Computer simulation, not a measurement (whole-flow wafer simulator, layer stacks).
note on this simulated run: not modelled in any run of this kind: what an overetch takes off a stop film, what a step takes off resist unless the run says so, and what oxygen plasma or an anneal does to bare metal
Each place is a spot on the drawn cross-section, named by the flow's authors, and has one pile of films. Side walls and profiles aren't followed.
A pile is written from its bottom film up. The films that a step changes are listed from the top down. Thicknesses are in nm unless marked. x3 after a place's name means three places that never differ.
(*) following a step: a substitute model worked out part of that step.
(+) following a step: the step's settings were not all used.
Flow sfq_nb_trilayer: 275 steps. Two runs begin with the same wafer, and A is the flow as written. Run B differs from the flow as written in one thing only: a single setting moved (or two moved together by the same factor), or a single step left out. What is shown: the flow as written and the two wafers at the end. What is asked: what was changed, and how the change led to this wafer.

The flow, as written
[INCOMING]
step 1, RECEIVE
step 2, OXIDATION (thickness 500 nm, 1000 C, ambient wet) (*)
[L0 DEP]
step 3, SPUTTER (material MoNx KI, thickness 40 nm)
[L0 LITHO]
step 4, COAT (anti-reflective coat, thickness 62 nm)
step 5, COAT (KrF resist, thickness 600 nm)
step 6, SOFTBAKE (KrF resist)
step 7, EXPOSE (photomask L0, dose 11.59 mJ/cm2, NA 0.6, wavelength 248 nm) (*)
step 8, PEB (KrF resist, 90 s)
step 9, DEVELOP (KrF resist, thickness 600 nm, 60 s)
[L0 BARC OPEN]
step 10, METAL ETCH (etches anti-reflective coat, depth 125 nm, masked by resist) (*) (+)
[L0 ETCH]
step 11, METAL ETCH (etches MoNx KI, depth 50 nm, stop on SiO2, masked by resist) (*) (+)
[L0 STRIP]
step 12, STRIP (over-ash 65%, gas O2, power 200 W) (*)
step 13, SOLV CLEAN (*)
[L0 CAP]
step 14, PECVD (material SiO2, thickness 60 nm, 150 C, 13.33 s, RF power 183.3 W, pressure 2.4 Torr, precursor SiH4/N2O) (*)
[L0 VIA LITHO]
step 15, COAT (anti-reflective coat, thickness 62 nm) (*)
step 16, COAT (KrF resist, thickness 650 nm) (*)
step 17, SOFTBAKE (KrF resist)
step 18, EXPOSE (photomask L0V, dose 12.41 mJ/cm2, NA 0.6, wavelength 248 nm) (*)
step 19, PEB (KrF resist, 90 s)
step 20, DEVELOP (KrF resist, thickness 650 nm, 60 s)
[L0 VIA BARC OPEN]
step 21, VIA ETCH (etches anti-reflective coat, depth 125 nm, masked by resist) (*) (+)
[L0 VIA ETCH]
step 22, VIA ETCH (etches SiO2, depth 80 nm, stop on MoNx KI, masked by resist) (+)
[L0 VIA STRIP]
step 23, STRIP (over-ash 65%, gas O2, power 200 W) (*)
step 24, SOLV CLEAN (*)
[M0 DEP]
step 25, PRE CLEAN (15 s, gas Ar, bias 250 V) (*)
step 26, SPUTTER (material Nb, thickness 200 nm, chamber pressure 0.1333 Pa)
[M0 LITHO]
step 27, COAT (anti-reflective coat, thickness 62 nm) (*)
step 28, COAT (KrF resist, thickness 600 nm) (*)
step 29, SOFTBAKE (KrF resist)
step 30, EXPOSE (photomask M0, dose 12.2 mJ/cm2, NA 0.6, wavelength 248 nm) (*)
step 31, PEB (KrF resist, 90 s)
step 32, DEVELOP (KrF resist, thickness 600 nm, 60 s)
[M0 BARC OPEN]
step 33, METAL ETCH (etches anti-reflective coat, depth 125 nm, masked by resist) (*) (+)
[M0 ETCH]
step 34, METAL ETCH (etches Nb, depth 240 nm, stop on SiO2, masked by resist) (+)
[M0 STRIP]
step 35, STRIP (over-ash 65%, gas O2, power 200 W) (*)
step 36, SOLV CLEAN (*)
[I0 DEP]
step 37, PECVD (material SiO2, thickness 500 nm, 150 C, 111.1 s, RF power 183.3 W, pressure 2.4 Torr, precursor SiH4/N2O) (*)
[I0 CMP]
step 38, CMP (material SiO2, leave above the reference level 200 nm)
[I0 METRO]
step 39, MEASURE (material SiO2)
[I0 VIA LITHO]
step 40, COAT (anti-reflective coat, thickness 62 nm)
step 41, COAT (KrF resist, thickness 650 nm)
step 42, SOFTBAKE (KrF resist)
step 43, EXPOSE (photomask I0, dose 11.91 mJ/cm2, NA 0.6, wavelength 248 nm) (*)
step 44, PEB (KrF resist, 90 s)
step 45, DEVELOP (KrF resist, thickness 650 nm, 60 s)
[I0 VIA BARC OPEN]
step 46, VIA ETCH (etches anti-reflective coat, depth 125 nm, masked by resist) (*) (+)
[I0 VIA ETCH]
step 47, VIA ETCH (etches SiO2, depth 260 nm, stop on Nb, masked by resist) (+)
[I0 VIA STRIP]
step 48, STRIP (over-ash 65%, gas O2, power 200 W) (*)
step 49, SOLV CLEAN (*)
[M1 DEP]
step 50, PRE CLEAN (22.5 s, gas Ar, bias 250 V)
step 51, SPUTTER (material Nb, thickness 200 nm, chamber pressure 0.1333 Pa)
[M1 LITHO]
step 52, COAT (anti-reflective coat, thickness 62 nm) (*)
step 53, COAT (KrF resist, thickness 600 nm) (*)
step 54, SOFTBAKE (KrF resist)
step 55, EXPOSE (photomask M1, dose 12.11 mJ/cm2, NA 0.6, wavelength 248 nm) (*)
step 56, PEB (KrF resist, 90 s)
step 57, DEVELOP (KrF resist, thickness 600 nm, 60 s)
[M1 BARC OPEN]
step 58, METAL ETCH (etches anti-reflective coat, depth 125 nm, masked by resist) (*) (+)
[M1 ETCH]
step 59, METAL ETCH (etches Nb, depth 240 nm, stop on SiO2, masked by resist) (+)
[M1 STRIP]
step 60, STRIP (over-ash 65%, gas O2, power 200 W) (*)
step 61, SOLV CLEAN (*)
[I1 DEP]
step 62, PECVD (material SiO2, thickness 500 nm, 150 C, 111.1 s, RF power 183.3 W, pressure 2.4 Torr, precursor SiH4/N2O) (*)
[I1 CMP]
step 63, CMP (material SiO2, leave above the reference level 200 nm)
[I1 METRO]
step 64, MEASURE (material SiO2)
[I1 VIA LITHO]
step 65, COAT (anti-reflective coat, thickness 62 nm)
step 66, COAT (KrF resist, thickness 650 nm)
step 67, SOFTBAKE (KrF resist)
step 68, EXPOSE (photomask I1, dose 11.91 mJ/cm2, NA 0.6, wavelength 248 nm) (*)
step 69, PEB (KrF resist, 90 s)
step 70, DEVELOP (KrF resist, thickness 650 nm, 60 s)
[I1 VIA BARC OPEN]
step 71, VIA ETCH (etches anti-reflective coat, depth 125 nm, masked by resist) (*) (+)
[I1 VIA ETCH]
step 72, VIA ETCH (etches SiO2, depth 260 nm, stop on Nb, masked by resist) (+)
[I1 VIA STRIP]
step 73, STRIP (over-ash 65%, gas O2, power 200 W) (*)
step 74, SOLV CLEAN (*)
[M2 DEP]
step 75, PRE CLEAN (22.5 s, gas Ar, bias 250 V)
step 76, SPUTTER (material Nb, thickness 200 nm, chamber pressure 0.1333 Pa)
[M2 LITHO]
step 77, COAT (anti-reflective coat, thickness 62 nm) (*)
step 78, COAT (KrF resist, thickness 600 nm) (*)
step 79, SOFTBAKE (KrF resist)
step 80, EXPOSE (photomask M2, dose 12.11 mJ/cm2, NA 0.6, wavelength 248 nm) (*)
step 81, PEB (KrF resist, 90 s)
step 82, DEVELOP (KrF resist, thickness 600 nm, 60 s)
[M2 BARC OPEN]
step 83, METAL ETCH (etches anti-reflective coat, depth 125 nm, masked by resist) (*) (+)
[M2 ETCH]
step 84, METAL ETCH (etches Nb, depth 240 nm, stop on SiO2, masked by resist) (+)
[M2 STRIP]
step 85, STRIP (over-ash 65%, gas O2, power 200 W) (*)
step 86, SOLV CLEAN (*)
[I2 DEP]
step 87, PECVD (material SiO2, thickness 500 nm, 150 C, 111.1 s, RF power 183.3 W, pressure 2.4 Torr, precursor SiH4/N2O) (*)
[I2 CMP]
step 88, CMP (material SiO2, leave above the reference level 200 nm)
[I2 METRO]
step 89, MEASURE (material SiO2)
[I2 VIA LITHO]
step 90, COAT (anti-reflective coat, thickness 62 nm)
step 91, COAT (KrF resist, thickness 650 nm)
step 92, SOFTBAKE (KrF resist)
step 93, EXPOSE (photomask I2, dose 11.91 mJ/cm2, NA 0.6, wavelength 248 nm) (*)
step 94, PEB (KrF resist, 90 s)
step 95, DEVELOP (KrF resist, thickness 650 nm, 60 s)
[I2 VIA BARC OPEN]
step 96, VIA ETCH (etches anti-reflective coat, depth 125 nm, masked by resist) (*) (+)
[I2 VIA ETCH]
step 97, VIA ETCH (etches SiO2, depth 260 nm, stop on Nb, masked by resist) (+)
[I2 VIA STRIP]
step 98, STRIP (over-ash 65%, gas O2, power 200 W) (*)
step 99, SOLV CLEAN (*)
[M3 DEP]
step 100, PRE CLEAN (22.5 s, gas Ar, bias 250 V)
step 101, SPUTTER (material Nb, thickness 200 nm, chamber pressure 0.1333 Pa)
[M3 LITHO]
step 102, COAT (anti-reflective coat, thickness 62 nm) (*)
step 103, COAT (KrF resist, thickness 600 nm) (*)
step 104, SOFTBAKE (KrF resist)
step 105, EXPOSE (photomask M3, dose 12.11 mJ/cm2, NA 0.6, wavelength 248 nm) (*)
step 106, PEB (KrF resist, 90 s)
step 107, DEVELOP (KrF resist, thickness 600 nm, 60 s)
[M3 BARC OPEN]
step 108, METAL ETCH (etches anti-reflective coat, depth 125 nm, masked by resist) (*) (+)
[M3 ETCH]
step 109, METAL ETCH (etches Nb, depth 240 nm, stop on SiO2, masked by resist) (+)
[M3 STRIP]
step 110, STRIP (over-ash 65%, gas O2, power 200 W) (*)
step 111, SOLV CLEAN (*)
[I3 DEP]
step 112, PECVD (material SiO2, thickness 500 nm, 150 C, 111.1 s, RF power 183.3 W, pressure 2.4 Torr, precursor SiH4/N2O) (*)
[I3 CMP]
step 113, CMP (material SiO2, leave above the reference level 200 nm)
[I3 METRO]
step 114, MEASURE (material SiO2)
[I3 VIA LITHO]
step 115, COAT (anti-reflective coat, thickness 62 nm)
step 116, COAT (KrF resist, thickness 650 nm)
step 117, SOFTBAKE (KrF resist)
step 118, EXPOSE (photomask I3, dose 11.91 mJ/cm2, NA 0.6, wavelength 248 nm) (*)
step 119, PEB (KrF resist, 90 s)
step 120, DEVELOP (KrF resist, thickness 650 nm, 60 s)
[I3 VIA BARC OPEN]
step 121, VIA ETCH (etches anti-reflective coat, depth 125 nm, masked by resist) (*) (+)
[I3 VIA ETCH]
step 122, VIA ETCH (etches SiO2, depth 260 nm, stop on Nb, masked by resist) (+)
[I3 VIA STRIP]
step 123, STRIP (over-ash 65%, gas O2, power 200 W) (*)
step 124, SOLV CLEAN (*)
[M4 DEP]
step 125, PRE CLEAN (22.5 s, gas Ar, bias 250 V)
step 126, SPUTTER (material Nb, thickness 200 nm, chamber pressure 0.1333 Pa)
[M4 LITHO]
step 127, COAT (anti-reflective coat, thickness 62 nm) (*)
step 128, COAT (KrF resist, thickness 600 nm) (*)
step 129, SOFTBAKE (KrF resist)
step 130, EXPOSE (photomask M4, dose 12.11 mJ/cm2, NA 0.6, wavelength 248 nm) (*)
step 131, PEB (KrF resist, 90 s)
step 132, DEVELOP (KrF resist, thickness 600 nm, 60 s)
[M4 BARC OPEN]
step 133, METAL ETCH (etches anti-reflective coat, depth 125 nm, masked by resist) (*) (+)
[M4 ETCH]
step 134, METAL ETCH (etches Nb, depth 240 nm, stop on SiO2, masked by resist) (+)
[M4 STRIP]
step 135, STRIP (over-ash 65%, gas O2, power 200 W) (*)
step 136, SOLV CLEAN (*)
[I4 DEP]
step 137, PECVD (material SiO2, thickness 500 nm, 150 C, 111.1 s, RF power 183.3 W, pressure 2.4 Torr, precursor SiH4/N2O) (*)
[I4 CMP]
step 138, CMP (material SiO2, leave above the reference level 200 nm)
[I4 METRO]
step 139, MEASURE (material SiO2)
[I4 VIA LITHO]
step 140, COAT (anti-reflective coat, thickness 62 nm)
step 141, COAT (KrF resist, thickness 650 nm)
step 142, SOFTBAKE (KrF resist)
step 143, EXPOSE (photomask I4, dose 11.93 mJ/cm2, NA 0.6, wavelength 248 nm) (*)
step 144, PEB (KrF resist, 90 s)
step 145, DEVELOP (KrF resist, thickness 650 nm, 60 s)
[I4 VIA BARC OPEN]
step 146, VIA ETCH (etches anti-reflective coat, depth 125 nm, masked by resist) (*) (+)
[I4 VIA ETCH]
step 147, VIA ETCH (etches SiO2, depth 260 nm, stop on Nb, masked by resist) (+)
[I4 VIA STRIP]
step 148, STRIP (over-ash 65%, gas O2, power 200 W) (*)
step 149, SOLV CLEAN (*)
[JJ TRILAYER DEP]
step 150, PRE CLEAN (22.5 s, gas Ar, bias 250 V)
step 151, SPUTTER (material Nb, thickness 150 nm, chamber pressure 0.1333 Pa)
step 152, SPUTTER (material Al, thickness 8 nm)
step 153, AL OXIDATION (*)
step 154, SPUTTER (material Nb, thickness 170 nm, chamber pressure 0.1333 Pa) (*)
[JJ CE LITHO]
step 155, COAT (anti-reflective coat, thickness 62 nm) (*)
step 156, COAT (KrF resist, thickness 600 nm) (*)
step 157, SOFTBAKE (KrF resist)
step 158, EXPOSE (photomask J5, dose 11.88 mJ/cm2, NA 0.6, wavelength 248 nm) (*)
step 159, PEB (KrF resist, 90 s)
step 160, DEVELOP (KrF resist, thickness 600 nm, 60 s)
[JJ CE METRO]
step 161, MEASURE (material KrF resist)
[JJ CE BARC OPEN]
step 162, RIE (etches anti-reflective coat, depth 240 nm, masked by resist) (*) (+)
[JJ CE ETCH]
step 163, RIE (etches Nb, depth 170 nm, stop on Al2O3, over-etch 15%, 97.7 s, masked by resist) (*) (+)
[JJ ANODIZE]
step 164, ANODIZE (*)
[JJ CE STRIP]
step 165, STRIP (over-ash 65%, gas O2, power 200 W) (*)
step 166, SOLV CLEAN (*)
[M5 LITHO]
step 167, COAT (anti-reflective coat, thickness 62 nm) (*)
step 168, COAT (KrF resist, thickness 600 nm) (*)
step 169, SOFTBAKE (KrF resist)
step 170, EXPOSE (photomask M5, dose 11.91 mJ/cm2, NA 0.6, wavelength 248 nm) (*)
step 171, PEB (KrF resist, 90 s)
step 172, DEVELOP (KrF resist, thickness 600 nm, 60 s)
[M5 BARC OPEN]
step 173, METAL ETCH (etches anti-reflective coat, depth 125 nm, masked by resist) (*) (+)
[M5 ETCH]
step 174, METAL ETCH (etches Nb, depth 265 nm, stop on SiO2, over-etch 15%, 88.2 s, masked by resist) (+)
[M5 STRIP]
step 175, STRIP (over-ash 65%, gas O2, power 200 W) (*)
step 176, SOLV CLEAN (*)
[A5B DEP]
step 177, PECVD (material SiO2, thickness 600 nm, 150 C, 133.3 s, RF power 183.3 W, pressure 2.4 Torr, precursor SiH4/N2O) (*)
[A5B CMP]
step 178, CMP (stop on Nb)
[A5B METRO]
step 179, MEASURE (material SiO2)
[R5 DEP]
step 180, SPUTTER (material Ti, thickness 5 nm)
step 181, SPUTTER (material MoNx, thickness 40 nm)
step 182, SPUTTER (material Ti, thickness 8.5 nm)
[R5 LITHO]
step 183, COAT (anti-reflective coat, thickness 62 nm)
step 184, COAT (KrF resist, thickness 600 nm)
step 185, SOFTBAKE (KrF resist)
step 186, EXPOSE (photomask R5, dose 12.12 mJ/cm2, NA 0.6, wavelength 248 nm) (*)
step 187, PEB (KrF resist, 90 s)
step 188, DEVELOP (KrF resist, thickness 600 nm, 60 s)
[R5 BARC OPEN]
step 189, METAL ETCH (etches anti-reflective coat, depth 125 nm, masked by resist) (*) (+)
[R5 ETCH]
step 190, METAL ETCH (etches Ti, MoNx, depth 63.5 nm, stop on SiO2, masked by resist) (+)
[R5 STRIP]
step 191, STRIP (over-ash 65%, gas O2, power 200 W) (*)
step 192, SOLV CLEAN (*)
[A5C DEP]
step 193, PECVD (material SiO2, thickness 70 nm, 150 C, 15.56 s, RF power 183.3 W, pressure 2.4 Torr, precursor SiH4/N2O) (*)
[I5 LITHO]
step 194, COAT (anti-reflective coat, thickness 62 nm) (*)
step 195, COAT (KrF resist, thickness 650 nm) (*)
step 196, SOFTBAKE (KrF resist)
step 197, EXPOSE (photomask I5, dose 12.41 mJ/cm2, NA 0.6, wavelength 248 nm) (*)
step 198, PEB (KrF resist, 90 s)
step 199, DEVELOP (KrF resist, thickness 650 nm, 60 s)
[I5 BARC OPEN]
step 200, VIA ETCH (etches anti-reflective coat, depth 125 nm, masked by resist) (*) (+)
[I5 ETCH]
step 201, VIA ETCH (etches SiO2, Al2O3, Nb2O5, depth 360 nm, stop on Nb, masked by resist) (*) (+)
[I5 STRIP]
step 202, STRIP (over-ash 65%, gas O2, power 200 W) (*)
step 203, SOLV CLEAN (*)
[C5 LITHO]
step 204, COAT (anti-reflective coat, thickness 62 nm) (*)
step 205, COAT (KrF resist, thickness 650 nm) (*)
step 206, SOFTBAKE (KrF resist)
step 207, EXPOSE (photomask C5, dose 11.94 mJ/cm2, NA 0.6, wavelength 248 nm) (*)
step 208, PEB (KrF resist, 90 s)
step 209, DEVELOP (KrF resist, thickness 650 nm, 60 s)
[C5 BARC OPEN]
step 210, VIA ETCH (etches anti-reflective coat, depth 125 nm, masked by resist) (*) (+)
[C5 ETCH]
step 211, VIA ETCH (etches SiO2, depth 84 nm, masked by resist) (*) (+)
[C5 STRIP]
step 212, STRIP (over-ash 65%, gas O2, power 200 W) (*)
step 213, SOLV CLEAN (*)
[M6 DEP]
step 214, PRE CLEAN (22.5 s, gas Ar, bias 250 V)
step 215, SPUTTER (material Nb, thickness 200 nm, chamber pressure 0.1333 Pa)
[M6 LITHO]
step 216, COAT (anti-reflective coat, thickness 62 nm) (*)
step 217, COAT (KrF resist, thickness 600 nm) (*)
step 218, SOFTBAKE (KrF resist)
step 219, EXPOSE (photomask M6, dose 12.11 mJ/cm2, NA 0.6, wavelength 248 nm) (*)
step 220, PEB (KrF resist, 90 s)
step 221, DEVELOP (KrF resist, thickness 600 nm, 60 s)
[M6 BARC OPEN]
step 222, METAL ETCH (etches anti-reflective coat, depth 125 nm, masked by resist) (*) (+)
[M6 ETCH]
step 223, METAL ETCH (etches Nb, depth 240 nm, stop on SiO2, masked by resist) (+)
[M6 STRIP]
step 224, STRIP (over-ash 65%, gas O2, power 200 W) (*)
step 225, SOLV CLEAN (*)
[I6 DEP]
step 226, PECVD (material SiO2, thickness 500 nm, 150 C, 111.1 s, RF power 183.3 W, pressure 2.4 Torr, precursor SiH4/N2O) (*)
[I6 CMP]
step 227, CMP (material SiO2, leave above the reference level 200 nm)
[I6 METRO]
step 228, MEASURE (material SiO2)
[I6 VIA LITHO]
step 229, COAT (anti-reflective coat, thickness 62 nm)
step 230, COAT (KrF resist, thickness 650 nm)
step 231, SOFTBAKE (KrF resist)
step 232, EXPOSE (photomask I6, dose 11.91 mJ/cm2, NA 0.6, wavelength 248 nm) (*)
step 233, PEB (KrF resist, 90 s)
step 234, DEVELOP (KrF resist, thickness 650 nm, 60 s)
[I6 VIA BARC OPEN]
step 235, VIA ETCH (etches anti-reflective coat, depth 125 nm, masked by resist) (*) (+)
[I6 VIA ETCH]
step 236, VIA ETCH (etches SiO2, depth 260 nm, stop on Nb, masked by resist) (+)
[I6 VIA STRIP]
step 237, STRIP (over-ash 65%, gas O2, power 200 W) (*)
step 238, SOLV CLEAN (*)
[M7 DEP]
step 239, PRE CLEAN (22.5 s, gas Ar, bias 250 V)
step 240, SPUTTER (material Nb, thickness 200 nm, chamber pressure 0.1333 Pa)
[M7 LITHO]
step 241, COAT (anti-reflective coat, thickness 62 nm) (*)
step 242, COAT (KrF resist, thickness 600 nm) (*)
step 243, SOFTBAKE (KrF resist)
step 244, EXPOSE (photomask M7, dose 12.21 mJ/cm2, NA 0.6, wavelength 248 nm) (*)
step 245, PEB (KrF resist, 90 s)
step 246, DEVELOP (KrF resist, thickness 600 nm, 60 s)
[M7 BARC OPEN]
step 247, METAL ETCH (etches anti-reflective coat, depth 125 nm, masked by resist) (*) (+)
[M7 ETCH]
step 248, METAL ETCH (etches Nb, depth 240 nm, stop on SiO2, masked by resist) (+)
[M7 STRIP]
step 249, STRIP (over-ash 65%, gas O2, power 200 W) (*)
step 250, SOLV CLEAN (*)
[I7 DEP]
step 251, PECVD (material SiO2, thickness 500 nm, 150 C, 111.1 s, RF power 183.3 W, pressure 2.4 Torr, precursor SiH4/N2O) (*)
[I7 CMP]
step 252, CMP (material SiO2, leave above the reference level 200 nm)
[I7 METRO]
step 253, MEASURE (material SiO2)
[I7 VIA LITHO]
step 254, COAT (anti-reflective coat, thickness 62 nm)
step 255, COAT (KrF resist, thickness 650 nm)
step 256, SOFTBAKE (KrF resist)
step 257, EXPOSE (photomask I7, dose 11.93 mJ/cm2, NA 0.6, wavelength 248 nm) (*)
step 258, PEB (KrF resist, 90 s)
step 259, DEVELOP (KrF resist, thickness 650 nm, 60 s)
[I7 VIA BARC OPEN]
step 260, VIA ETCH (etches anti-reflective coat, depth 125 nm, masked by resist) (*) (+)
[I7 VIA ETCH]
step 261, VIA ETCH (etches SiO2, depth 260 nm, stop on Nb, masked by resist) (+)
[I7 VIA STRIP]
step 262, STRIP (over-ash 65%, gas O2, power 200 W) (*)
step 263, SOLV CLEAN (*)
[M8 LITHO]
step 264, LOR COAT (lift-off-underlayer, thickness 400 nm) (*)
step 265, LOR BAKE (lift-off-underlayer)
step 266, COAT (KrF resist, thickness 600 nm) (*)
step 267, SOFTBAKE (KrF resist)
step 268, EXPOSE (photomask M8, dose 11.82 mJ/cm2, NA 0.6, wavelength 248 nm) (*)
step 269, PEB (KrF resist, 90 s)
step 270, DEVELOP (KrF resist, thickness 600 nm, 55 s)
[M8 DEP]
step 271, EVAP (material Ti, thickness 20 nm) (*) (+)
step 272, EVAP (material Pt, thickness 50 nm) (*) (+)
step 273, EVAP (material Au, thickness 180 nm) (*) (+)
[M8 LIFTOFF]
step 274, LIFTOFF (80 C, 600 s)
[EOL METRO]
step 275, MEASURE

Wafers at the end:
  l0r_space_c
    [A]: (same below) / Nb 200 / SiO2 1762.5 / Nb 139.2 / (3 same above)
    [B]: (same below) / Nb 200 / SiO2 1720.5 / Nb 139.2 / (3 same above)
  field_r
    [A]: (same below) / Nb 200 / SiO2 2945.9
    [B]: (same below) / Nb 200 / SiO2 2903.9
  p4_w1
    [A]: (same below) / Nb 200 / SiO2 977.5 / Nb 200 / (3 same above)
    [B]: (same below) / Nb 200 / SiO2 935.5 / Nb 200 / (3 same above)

The reason: step 88, CMP: leave above the reference level 158 nm was run, while the flow as written has leave above the reference level 200 nm.

The path from the change to this, step by step:
  step 88, CMP (material SiO2, leave above the reference level 200 nm)
      field_l, be, be_sur and 81 more: A -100 SiO2 | B -142 SiO2
      v_sur, via_wl, via_w and 18 more: A -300 SiO2 | B -342 SiO2
      (and at 1 other place as well)
  step 97, VIA ETCH (etches SiO2, depth 260 nm, stop on Nb, masked by resist) (+)
      field_l, v_sur, via_wl and 102 more: A -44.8 KrF resist | B -40.8 KrF resist
      via_w: A -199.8 SiO2 (all of it) | B -157.8 SiO2 (all of it)
  step 101, SPUTTER (material Nb, thickness 200 nm, chamber pressure 0.1333 Pa)
      via_w: A +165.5 Nb | B +174.7 Nb
  step 102, COAT (anti-reflective coat, thickness 62 nm) (*)
      via_w: A +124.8 anti-reflective coat (new film) | B +114 anti-reflective coat (new film)
  step 103, COAT (KrF resist, thickness 600 nm) (*)
      via_w: A +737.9 KrF resist (new film) | B +703.8 KrF resist (new film)
  step 110, STRIP (over-ash 65%, gas O2, power 200 W) (*)
      via_w: A -520 KrF resist (all of it), -124.8 anti-reflective coat (all of it) | B -485.9 KrF resist (all of it), -114 anti-reflective coat (all of it)
  step 112, PECVD (material SiO2, thickness 500 nm, 150 C, 111.1 s, RF power 183.3 W, pressure 2.4 Torr, precursor SiH4/N2O) (*)
      via_w: A +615 SiO2 (new film) | B +539.3 SiO2 (new film)
  step 113, CMP (material SiO2, leave above the reference level 200 nm)
      via_w: A -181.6 SiO2 | B -157.1 SiO2
